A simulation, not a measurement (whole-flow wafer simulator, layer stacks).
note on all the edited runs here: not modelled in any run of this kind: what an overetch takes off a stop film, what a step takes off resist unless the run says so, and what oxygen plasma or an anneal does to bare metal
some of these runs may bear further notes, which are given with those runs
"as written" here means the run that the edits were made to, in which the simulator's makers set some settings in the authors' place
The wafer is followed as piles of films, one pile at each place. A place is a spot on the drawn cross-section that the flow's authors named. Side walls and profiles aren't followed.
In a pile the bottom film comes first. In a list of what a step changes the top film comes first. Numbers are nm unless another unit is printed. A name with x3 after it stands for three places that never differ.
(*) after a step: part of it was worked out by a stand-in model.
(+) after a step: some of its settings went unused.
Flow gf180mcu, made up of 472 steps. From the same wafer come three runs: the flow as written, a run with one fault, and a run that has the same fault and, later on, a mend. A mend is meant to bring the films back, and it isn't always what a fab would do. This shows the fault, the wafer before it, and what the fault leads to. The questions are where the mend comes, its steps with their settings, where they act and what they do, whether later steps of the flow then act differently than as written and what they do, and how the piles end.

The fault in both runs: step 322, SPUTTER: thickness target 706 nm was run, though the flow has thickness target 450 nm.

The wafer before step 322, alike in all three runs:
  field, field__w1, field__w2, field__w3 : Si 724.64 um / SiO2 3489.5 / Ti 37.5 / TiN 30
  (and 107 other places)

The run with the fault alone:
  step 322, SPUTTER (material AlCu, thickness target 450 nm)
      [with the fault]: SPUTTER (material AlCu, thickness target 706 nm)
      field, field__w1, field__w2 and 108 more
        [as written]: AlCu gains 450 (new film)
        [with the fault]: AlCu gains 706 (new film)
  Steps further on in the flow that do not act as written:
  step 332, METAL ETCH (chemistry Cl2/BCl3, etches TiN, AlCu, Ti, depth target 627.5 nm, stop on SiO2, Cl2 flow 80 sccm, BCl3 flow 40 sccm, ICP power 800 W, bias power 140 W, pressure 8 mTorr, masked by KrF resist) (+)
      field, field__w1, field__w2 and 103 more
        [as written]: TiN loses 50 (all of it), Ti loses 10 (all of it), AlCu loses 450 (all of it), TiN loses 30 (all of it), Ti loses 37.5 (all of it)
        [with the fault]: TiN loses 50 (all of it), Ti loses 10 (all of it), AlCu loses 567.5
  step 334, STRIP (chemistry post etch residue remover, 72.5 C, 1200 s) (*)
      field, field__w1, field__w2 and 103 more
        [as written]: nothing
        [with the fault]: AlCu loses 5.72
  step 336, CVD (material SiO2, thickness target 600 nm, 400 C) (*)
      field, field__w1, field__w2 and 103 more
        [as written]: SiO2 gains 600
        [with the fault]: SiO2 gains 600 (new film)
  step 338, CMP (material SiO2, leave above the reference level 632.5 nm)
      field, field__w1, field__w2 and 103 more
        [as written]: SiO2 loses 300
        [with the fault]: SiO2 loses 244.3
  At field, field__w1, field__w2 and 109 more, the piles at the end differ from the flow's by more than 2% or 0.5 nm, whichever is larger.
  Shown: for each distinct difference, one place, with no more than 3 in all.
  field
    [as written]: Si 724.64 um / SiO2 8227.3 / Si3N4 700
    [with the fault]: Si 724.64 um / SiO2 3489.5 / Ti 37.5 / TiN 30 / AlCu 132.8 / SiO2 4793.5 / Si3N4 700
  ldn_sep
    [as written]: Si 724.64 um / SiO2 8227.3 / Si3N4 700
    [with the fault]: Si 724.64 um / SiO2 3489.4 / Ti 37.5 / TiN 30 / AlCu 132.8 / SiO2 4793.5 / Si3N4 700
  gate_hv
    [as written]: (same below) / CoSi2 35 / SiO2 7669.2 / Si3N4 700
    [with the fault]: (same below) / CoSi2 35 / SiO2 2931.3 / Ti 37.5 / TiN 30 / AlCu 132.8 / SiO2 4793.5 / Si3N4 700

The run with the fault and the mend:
  The mend follows step 322.
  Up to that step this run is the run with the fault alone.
  step 322a, METAL ETCH (chemistry Cl2/BCl3, etches TiN, AlCu, Ti, depth target 256 nm, Cl2 flow 80 sccm, BCl3 flow 40 sccm, ICP power 800 W, bias power 140 W, pressure 8 mTorr) (the flow's step 260, run once more with other settings)
      field, field__w1, field__w2 and 108 more
        AlCu loses 256
  Later steps of the flow that are run all act as written at every place that is followed.
  By the end, the piles equal the flow's at every place that both follow.
